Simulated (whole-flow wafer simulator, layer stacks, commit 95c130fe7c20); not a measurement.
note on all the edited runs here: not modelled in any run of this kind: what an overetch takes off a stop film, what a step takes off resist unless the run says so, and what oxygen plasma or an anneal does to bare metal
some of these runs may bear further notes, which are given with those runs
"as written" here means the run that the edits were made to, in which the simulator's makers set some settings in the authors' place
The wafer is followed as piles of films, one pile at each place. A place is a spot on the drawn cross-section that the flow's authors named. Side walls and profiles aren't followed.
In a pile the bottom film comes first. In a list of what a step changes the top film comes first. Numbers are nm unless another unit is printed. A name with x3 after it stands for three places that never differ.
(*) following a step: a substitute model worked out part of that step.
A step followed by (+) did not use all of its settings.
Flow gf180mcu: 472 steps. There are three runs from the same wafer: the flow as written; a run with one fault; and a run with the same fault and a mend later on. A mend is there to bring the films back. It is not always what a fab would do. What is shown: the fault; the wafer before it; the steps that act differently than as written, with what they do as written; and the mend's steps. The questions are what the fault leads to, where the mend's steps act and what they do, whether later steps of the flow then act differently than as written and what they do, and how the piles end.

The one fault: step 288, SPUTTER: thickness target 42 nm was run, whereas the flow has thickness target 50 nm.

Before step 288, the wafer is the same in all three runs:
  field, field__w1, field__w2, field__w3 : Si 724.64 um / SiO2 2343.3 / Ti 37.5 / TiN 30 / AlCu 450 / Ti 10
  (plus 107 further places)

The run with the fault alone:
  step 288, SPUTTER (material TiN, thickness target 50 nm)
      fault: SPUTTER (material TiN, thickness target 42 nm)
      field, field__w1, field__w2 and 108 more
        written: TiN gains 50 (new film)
        fault: TiN gains 42 (new film)
  Steps later in the flow that act otherwise than as written (5 other steps are not shown; they differ only slightly, by no more than 2% or 0.5 nm, whichever is larger):
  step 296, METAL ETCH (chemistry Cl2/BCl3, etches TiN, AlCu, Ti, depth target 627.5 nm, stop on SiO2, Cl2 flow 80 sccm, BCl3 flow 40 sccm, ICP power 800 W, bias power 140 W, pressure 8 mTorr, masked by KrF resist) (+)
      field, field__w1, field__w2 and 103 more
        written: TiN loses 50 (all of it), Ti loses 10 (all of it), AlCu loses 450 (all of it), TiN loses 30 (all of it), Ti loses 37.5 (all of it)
        fault: TiN loses 42 (all of it), Ti loses 10 (all of it), AlCu loses 450 (all of it), TiN loses 30 (all of it), Ti loses 37.5 (all of it)
  By the end, the piles at field__w8, contact, m1, m1__w1, m1_nw depart from the flow's by more than 2% or 0.5 nm, whichever is larger.
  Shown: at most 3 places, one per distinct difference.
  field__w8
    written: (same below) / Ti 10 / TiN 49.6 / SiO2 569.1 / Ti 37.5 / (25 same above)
    fault: (same below) / Ti 10 / TiN 41.6 / SiO2 577.1 / Ti 37.5 / (25 same above)
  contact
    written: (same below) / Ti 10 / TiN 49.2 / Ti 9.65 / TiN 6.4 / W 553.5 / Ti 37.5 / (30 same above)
    fault: (same below) / Ti 10 / TiN 41.2 / Ti 9.61 / TiN 6.37 / W 561.6 / Ti 37.5 / (30 same above)

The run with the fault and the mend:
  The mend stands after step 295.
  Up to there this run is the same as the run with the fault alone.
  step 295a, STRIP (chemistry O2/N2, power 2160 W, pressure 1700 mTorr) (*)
      field__w8, contact, m1, m1__w1, m1_nw
        KrF resist loses 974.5 (all of it)
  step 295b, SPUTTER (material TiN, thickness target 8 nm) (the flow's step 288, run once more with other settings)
      field, field__w1, field__w2 and 108 more
        TiN gains 8
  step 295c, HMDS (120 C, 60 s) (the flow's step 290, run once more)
      leaves every film unchanged at each place that is followed
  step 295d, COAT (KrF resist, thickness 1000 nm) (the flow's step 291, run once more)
      field, field__w1, field__w2 and 108 more
        KrF resist gains 1000 (new film)
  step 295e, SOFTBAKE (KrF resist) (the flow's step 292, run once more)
      leaves every film unchanged at each place that is followed
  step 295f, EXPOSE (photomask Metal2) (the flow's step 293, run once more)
      leaves every film unchanged at each place that is followed
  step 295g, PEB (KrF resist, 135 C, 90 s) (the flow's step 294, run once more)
      field, field__w1, field__w2 and 108 more
        KrF resist loses 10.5
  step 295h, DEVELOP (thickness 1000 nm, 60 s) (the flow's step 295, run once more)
      field, field__w1, field__w2 and 103 more
        KrF resist loses 989.5 (all of it)
      field__w8, contact, m1, m1__w1, m1_nw
        KrF resist loses 14.9
  Later steps of the flow that are run all act as written at every place that is followed.
  At every place that both follow, the piles at the end match the flow's.
